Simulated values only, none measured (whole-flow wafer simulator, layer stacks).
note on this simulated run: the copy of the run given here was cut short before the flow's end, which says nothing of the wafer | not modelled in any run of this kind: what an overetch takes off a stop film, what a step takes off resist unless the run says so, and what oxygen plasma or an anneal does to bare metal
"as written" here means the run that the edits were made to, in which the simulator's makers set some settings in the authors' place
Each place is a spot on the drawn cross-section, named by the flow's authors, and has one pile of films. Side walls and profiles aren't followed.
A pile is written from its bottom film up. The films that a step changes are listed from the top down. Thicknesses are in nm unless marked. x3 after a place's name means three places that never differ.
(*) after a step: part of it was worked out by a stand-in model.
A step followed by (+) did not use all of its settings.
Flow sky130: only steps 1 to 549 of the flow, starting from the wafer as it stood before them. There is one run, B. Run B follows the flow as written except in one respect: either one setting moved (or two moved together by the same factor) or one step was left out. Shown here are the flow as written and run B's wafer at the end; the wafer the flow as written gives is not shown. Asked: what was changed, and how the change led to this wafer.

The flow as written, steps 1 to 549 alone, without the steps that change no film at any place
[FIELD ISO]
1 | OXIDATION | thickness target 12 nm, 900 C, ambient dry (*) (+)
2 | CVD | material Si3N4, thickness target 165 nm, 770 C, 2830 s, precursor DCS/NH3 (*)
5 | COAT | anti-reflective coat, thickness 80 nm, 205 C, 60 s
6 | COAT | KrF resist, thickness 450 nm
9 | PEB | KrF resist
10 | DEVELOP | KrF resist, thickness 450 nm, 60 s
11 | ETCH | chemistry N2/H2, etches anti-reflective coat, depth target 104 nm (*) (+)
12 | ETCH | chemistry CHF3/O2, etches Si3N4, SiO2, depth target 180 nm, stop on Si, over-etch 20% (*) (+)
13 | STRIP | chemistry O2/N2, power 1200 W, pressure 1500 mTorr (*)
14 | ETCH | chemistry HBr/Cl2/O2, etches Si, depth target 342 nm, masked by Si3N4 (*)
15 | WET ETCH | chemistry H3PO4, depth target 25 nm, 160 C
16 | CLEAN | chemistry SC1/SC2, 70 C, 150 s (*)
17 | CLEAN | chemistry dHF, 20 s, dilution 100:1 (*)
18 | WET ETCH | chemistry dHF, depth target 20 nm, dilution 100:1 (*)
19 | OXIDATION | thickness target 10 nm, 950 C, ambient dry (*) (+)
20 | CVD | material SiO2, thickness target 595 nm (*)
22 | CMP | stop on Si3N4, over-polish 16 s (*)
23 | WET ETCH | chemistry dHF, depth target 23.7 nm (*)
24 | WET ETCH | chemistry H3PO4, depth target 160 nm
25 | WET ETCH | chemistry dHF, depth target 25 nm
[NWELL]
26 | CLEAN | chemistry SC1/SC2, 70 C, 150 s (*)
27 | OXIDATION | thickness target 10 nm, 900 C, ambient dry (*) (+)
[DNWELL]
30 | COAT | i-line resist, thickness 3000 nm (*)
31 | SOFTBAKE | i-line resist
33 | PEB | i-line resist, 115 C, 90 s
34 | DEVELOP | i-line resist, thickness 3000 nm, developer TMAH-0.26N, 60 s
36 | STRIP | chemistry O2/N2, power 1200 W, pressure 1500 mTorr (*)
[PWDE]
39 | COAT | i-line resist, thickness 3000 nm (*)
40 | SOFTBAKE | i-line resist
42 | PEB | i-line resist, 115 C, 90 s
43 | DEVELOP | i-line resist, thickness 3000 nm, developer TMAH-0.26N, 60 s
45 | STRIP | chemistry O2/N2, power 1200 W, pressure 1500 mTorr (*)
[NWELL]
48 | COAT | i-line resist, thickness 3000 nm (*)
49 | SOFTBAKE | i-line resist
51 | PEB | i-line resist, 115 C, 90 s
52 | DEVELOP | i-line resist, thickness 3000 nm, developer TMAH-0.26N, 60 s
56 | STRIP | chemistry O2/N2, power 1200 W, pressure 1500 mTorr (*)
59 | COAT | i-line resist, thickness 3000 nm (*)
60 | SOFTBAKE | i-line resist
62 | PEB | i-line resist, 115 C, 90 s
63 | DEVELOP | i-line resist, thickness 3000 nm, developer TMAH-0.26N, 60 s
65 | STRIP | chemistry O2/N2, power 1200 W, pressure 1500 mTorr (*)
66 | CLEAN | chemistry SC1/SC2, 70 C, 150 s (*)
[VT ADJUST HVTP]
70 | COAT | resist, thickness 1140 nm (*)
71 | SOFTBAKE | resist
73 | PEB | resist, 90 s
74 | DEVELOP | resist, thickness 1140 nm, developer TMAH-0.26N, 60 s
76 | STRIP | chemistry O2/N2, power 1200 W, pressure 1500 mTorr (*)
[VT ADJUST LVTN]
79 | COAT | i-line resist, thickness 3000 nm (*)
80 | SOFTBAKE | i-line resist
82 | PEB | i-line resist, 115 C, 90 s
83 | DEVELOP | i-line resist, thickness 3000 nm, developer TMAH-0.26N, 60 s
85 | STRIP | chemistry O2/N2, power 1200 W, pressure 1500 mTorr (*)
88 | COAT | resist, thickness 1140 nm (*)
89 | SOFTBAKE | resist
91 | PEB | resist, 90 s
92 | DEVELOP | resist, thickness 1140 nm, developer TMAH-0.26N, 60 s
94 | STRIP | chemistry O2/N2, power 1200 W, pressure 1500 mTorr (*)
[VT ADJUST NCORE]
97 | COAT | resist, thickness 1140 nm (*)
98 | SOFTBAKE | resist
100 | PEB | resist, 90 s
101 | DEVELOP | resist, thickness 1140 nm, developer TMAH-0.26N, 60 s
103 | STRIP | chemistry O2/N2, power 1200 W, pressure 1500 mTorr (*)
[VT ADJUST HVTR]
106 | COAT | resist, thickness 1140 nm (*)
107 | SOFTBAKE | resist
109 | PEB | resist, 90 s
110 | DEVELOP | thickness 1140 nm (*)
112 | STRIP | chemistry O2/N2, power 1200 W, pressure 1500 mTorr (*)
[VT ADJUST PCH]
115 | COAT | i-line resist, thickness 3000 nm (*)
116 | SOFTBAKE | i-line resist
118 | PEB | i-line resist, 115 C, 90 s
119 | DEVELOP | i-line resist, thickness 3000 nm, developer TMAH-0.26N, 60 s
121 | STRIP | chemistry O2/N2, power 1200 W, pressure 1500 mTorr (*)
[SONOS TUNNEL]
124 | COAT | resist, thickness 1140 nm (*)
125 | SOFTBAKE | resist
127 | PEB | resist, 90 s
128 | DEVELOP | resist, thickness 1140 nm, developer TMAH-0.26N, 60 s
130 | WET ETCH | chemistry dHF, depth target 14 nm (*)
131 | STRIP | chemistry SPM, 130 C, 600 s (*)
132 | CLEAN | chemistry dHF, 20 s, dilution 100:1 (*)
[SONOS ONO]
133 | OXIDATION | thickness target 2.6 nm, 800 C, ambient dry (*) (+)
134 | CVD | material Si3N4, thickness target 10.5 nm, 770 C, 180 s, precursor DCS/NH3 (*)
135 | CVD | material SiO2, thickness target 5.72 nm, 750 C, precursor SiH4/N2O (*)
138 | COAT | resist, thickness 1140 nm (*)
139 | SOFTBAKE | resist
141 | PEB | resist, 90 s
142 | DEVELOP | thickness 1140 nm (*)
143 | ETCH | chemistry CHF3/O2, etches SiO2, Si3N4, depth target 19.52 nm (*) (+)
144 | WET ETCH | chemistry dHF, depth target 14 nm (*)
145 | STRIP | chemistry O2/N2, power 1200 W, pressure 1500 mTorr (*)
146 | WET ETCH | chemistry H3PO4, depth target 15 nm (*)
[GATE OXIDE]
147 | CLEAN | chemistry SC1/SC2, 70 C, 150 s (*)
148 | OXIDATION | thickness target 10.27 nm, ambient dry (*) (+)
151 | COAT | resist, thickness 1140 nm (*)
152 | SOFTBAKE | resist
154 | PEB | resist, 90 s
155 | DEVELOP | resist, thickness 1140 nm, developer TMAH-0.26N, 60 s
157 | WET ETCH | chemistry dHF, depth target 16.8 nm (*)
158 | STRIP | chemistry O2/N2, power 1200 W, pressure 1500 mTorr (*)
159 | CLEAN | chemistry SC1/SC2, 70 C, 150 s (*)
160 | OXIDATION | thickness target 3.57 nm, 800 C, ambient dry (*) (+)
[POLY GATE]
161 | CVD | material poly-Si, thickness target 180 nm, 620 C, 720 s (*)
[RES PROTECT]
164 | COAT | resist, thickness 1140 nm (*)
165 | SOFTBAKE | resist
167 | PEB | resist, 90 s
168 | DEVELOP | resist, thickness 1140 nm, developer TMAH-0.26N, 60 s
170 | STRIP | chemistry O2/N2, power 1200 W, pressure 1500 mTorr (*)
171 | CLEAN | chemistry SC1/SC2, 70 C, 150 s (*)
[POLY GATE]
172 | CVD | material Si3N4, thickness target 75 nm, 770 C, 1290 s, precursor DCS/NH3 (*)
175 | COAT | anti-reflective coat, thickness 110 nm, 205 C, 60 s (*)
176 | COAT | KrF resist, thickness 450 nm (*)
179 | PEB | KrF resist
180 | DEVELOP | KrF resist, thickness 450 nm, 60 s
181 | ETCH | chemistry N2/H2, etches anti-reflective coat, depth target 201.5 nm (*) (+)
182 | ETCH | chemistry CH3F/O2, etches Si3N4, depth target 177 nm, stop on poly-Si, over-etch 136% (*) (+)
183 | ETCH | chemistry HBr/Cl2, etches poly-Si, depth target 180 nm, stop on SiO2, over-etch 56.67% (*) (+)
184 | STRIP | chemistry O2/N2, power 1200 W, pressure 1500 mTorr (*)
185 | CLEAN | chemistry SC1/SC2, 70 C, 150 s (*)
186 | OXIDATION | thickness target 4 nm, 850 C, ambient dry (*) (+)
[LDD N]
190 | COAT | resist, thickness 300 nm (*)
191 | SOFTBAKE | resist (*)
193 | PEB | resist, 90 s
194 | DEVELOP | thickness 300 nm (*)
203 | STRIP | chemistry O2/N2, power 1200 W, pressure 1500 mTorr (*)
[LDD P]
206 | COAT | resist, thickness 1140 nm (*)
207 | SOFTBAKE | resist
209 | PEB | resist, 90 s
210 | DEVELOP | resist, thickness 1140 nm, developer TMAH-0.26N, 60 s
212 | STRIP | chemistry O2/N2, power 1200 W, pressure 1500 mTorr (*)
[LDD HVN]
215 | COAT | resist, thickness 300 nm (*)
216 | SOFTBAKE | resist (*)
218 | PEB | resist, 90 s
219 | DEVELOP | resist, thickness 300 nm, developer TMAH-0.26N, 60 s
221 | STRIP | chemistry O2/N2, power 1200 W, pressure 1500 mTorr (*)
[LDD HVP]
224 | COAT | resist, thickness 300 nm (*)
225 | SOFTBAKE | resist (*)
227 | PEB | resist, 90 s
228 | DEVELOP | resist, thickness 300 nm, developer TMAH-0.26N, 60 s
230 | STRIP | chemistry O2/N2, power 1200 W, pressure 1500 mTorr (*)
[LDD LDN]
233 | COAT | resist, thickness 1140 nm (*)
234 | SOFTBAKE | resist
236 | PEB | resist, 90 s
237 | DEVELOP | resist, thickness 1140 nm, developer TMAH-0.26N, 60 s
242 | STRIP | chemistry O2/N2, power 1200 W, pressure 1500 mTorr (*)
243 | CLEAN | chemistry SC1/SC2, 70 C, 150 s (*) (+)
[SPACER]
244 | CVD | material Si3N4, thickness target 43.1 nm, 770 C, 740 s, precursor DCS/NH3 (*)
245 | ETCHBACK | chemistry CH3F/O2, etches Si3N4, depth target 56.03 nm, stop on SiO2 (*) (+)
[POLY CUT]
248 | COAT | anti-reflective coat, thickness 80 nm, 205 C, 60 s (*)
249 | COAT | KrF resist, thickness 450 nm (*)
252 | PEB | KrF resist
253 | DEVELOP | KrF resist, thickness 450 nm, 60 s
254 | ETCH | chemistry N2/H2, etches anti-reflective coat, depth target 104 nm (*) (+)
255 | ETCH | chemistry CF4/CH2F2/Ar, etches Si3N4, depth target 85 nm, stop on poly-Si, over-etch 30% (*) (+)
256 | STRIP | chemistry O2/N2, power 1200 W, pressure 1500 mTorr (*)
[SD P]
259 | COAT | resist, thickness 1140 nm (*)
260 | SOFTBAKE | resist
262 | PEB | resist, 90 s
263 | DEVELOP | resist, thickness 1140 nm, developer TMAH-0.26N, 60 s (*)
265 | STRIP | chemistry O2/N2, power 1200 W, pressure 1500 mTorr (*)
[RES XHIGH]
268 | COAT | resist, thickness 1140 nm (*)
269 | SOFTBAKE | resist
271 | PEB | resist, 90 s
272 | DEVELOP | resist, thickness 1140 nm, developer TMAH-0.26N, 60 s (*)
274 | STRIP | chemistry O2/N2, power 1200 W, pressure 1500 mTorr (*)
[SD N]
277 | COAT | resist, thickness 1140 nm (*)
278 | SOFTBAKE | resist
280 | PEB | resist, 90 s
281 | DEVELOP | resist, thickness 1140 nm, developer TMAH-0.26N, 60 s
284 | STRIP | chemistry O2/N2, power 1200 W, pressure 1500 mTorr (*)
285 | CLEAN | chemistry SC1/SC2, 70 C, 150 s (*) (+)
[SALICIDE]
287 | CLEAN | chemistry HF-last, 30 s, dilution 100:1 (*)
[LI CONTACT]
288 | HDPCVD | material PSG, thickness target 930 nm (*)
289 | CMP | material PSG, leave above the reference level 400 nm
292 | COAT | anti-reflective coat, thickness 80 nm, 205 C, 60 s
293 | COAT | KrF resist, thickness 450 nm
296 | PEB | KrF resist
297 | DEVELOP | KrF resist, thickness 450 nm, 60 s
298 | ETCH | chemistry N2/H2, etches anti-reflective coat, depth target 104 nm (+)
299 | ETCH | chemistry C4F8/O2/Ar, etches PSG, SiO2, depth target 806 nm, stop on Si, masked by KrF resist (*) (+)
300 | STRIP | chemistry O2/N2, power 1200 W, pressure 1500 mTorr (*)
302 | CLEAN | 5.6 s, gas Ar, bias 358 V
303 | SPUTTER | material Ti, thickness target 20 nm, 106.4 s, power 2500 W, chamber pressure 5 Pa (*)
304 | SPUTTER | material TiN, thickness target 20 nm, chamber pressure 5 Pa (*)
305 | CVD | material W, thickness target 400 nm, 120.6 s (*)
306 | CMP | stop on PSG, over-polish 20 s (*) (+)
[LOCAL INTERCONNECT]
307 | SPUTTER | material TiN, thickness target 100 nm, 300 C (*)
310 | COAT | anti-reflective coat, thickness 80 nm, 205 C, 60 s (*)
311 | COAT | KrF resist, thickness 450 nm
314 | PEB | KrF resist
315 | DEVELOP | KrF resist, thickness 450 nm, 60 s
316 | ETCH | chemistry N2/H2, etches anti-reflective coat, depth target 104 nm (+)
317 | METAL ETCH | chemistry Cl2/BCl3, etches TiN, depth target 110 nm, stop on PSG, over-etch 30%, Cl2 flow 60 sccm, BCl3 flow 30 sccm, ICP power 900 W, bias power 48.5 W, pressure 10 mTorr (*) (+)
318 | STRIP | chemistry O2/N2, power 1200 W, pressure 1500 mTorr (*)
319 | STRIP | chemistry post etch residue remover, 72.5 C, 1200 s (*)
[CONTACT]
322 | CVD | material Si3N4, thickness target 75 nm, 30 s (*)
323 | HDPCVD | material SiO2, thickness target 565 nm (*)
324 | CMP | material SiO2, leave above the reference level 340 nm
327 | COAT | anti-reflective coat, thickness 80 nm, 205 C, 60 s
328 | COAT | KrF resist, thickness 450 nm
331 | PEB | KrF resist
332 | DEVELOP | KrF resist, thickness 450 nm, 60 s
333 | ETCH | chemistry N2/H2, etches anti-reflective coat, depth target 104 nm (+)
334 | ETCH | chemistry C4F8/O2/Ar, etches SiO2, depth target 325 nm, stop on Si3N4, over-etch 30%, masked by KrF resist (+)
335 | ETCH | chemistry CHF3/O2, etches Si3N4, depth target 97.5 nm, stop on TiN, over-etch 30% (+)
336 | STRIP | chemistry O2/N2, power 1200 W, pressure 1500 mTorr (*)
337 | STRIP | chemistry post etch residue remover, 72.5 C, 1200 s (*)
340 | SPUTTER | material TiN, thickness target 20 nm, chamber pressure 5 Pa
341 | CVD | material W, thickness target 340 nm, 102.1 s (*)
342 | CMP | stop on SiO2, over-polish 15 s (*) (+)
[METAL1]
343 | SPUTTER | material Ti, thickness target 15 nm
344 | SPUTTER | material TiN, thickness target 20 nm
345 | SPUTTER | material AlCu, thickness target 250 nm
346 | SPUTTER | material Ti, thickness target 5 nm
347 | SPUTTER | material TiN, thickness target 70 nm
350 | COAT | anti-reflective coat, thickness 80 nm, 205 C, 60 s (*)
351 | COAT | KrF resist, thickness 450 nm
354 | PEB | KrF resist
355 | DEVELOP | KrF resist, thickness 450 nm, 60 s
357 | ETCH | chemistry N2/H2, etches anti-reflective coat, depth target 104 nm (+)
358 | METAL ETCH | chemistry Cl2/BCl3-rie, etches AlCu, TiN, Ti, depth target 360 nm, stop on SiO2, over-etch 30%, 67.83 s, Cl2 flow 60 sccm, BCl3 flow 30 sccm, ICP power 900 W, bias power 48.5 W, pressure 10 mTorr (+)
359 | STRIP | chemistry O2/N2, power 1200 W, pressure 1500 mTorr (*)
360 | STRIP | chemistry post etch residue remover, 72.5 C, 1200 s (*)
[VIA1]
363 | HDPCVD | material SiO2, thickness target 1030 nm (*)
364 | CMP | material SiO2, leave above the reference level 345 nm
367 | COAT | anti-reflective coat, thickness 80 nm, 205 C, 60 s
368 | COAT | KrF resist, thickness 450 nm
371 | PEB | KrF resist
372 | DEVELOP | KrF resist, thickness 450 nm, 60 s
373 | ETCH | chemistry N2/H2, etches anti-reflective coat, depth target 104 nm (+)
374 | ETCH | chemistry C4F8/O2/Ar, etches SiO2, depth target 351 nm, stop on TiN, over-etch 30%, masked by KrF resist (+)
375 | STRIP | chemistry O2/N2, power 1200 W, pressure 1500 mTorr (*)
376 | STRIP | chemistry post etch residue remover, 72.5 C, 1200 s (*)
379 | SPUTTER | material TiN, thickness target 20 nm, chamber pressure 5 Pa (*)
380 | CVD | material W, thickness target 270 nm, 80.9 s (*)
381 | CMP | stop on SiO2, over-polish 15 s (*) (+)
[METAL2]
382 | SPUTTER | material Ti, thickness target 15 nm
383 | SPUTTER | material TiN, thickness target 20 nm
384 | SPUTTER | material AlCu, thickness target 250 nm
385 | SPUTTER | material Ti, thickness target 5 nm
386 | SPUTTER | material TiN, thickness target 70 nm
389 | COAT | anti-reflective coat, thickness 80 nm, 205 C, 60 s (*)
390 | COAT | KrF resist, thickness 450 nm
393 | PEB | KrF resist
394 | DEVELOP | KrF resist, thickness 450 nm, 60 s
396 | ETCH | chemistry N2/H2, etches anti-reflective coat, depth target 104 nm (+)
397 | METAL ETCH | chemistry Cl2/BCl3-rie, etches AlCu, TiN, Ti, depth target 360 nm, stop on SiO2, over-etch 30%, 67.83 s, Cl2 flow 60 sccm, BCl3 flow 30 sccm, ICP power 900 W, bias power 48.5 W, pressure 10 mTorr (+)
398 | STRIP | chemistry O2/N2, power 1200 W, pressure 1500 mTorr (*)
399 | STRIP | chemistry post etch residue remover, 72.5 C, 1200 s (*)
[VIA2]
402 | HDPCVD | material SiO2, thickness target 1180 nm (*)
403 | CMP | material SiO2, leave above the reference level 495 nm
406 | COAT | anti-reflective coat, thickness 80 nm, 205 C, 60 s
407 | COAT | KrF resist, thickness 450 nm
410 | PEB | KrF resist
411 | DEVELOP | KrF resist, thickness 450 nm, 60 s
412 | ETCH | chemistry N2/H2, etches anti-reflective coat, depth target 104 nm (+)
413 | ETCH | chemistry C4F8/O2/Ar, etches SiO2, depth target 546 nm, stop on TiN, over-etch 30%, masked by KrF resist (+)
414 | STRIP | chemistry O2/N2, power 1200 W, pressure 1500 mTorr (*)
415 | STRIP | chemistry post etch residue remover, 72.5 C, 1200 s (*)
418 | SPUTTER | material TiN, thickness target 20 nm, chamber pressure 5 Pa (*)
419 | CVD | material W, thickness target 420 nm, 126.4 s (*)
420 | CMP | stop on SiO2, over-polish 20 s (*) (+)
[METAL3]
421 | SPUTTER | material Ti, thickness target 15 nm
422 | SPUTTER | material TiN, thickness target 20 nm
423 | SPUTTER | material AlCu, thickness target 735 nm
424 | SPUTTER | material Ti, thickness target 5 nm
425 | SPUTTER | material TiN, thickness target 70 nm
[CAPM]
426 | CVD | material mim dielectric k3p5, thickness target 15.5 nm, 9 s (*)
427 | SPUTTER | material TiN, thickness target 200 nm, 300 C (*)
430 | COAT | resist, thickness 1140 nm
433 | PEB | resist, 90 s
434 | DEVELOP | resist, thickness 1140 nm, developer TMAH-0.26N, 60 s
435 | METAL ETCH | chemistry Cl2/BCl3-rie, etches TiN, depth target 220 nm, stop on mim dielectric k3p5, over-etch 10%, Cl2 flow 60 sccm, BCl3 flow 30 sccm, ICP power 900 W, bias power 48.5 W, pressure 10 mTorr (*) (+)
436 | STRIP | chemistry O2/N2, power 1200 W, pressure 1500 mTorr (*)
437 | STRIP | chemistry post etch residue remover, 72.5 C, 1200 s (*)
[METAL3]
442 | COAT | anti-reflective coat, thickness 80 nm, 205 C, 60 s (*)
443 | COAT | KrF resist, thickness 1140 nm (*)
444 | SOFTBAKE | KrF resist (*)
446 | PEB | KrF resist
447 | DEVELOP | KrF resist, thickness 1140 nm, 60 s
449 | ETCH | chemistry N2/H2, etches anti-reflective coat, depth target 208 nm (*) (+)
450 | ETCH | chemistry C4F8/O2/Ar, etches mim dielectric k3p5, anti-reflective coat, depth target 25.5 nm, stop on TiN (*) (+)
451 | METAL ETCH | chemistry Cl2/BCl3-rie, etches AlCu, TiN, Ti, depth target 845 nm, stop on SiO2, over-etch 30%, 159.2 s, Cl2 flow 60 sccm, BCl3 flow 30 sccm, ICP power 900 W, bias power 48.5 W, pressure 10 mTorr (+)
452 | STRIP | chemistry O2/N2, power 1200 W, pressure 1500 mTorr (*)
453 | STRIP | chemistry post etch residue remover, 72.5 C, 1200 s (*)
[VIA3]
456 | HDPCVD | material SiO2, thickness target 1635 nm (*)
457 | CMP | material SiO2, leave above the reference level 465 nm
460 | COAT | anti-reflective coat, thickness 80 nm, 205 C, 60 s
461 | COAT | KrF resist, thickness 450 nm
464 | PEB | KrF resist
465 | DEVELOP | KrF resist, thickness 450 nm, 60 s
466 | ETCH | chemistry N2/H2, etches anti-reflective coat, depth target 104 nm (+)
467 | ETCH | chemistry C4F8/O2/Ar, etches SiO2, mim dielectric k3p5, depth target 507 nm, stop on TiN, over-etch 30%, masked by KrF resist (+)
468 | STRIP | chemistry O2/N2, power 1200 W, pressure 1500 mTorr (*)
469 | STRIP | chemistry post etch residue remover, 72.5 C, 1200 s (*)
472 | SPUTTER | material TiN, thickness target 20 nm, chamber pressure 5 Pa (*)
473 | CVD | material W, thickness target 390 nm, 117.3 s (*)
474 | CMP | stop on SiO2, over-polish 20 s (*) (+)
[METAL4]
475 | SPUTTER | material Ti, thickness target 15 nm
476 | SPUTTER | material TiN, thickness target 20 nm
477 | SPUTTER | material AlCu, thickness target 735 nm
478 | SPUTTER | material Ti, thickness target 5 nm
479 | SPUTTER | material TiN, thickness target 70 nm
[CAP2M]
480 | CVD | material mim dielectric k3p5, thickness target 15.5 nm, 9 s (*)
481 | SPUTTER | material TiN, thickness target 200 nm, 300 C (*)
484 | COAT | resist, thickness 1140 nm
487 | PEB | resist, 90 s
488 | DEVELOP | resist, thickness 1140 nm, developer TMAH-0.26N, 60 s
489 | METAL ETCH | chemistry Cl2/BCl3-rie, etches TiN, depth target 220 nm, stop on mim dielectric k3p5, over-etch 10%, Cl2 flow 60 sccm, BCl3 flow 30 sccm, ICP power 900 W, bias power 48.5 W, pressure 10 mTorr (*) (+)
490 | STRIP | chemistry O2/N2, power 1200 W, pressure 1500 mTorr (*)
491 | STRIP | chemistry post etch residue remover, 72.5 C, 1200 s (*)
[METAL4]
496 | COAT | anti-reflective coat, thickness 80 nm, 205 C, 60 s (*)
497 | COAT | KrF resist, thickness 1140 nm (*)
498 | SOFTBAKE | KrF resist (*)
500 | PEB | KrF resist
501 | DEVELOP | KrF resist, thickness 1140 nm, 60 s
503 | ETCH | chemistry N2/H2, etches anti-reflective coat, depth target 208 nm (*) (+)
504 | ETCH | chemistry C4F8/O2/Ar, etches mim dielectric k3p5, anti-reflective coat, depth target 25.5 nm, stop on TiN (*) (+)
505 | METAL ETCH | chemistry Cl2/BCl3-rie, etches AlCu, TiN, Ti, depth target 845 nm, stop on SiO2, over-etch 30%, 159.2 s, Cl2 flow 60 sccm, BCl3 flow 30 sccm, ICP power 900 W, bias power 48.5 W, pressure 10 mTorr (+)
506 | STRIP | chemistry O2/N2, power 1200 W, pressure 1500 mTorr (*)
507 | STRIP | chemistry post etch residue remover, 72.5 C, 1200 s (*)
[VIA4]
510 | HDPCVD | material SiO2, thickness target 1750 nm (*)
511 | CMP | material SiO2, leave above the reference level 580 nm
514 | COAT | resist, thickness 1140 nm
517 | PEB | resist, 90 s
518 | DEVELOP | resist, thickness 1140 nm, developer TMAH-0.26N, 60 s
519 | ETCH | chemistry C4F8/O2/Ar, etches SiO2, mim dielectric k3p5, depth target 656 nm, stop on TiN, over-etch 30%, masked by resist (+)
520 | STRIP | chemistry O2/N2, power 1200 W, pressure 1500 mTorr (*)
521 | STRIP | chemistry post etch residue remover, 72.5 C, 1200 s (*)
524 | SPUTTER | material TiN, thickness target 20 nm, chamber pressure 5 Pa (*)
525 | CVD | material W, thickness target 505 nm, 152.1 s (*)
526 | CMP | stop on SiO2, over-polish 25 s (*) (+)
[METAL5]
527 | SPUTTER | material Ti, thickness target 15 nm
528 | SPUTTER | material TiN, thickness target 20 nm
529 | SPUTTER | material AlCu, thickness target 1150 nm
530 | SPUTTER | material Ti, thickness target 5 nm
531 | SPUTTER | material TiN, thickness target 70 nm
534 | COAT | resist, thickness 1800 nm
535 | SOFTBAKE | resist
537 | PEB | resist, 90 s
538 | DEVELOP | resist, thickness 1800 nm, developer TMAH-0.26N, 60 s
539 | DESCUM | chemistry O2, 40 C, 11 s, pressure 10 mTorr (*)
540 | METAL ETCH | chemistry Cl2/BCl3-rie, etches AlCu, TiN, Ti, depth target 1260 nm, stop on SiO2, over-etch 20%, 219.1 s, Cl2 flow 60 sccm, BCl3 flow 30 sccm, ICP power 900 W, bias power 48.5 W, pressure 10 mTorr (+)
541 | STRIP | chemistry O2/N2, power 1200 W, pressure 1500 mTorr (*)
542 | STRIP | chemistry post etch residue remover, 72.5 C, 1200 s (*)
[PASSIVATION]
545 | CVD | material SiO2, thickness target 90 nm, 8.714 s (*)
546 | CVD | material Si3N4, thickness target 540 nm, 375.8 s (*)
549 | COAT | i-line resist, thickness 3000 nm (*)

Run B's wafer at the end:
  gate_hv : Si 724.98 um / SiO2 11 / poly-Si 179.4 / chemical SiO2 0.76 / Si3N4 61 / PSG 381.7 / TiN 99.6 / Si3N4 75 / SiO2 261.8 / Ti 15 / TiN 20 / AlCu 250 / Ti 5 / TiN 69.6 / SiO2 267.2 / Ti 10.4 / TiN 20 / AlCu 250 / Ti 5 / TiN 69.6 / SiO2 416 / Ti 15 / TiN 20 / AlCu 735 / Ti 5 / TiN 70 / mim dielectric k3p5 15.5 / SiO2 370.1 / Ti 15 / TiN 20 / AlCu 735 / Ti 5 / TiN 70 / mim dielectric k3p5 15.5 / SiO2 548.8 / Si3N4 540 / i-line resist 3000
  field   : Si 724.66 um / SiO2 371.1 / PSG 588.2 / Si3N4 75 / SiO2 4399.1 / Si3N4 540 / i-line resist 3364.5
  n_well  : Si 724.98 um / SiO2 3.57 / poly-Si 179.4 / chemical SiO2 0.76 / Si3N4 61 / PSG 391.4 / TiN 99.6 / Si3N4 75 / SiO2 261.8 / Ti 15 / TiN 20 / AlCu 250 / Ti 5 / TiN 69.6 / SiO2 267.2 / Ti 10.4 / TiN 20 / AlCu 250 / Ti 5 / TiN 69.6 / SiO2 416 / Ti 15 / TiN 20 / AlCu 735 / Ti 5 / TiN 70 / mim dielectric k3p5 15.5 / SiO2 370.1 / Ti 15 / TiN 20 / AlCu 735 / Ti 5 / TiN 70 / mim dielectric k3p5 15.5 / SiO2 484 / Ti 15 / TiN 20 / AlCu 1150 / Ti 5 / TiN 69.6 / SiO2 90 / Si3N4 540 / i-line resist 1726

The reason: step 382, SPUTTER: thickness target 10.4 nm was run, though the flow has thickness target 15 nm.
One can read it off the wafer: gate_hv has Ti 10.4, and step 382 as written asks for 15 nm.

Step by step, how the change led to this:
  382 | SPUTTER | material Ti, thickness target 15 nm
      field, active, n_well and 188 more: Ti gains 10.4 (new film) (in the flow as written it would be: Ti gains 15 (new film))
  397 | METAL ETCH | chemistry Cl2/BCl3-rie, etches AlCu, TiN, Ti, depth target 360 nm, stop on SiO2, over-etch 30%, 67.83 s, Cl2 flow 60 sccm, BCl3 flow 30 sccm, ICP power 900 W, bias power 48.5 W, pressure 10 mTorr (+)
      field, active, gate and 82 more: TiN loses 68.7 (all of it), Ti loses 5 (all of it), AlCu loses 250 (all of it), TiN loses 20 (all of it), Ti loses 10.4 (all of it), SiO2 loses 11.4 (in the flow as written it would be: TiN loses 68.7 (all of it), Ti loses 5 (all of it), AlCu loses 250 (all of it), TiN loses 20 (all of it), Ti loses 15 (all of it), SiO2 loses 10.9)
